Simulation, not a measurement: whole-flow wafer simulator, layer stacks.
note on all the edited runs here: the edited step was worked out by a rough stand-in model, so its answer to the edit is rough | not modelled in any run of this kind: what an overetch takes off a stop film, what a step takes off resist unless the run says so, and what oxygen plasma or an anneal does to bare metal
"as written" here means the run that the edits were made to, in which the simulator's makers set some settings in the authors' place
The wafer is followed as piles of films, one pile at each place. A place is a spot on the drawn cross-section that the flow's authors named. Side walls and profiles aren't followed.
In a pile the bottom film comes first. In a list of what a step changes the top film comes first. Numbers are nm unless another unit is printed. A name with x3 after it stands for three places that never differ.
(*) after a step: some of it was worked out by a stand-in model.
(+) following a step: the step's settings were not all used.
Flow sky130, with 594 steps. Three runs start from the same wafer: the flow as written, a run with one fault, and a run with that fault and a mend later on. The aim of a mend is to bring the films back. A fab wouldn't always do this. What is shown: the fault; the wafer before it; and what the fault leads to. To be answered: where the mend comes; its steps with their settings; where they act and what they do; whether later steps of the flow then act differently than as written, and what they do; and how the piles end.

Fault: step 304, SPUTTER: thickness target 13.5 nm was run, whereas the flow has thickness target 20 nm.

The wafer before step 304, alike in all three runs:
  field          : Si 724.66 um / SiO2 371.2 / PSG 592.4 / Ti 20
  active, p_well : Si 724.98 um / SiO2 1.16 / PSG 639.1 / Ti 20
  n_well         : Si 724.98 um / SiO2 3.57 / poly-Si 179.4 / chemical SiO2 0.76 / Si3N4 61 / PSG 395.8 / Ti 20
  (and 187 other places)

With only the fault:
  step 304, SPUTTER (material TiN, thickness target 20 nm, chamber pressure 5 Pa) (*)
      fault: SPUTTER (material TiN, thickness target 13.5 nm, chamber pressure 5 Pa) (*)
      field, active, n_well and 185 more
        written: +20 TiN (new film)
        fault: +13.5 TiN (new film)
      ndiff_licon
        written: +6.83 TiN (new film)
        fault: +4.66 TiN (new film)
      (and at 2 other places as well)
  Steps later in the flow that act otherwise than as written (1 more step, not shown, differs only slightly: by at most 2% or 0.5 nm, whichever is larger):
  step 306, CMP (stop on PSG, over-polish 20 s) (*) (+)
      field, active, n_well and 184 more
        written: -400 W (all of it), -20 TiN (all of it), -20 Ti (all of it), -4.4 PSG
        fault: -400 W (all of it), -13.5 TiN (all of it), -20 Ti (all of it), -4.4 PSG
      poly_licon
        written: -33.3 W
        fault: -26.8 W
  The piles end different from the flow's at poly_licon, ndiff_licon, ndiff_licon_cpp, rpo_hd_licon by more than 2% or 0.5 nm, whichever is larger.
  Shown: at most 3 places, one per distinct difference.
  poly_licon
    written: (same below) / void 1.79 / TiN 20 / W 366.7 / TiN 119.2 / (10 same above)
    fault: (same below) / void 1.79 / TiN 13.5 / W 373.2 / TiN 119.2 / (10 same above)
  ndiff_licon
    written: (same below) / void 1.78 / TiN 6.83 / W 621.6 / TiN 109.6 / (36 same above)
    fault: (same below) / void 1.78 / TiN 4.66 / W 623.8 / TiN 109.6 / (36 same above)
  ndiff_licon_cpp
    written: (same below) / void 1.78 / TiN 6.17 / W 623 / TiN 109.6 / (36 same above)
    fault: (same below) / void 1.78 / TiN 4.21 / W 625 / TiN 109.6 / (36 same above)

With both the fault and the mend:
  After step 304 comes the mend.
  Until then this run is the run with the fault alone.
  step 304a, SPUTTER (material TiN, thickness target 6.5 nm, chamber pressure 5 Pa) (*) (the flow's step 304, run once more with other settings)
      field, active, n_well and 185 more
        +6.5 TiN
      ndiff_licon
        +2.17 TiN
      ndiff_licon_cpp
        +1.97 TiN
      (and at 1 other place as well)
  Later steps of the flow that are run all act as written at every place that is followed, up to a difference of at most 2% or 0.5 nm, whichever is larger.
  At the end the piles are close to the flow's at the places that both follow, differing by at most 2% or 0.5 nm, whichever is larger.
